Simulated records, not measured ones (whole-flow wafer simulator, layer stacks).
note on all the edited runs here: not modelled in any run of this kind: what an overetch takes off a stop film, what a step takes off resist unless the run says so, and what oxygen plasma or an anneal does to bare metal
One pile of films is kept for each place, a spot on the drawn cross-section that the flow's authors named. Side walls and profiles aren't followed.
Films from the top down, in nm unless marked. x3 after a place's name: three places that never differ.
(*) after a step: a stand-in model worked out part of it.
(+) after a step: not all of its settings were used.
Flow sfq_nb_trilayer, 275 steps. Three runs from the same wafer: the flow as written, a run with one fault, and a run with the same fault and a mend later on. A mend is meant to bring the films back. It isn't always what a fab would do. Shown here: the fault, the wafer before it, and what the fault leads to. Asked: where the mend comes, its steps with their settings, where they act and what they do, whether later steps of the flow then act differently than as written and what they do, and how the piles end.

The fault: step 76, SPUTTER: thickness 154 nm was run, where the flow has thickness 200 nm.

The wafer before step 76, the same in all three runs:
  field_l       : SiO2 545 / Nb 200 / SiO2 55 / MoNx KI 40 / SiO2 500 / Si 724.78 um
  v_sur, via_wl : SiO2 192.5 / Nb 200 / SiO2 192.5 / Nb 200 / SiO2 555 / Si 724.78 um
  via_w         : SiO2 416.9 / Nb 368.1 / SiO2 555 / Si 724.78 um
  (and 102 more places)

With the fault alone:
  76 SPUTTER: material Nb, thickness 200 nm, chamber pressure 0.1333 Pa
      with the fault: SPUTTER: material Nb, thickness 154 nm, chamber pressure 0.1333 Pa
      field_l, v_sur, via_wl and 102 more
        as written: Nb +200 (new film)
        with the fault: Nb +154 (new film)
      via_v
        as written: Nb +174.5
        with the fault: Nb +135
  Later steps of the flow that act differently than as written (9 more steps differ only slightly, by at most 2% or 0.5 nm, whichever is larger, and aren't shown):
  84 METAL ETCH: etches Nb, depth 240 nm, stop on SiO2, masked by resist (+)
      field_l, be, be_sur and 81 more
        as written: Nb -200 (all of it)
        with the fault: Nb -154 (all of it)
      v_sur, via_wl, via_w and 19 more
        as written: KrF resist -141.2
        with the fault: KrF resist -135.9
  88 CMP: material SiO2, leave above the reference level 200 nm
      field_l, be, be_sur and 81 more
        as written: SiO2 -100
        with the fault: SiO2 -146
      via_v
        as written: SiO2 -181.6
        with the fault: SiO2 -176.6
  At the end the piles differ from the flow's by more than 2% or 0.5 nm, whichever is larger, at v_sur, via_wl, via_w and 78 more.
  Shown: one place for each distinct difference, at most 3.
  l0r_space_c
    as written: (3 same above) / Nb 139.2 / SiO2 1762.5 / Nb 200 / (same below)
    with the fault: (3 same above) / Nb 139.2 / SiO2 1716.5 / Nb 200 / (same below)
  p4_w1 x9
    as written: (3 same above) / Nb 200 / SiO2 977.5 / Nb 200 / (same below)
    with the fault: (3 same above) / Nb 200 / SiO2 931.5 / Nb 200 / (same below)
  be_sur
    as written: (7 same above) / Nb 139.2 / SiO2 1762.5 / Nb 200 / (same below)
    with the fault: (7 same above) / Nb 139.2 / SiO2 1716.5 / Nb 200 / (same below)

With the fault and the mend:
  The mend comes after step 82.
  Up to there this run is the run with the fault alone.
  82a STRIP: over-ash 65%, gas O2, power 200 W (*)
      p4_fl x3, p4_w1 x9, p4_g1 x2 and 48 more
        anti-reflective coat -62 (all of it)
      wl_j_sl, wl_jj, wl_j_sr and 12 more
        KrF resist -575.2 (all of it), anti-reflective coat -62 (all of it)
      moat, field_r, lsp_l and 6 more
        anti-reflective coat -61.8 (all of it)
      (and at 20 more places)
  82b SPUTTER: material Nb, thickness 46 nm, chamber pressure 0.1333 Pa (the flow's step 76 once more, with other settings)
      field_l, v_sur, via_wl and 102 more
        Nb +46
      via_v
        Nb +36.2
  82c COAT: anti-reflective coat, thickness 62 nm (*) (the flow's step 77 once more)
      p4_fl x3, p4_w1 x9, p4_g1 x2 and 63 more
        anti-reflective coat +62 (new film)
      moat, field_r, lsp_l and 6 more
        anti-reflective coat +61.8 (new film)
      be_r, r_sur, res, r_end
        anti-reflective coat +61.7 (new film)
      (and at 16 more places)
  82d COAT: KrF resist, thickness 600 nm (*) (the flow's step 78 once more)
      p4_fl x3, p4_w1 x9, p4_g1 x2 and 63 more
        KrF resist +600 (new film)
      field_r, lsp_l, ln_m5, l0v
        KrF resist +599.5 (new film)
      lsp_m, ln_m6, lsp_r, l0_sur
        KrF resist +599.6 (new film)
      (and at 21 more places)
  82e SOFTBAKE: KrF resist (the flow's step 79 once more)
      changes no film at any place that is followed
  82f EXPOSE: photomask M2, dose 12.11 mJ/cm2, NA 0.6, wavelength 248 nm (*) (the flow's step 80 once more)
      changes no film at any place that is followed
  82g PEB: KrF resist, 90 s (the flow's step 81 once more)
      field_l, v_sur, via_wl and 97 more
        KrF resist -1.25
      via_w, via_wr, via_sp, wire, be
        KrF resist -1.24
      via_v
        KrF resist -1.59
  82h DEVELOP: KrF resist, thickness 600 nm, 60 s (the flow's step 82 once more)
      p4_fl x3, p4_w1 x9, p4_g1 x2 and 48 more
        KrF resist -598.7 (all of it)
      v_sur, via_wl, via_w and 19 more
        KrF resist -23.5
      lsp_l, ln_m5, lsp_m, ln_m6, lsp_r, l0_sur, l0v
        KrF resist -598.3 (all of it)
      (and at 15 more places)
  No later step of the flow acts differently than as written, at any place that is followed, by more than 2% or 0.5 nm, whichever is larger.
  At the end the piles differ from the flow's only slightly at the places that both follow, by at most 2% or 0.5 nm, whichever is larger.
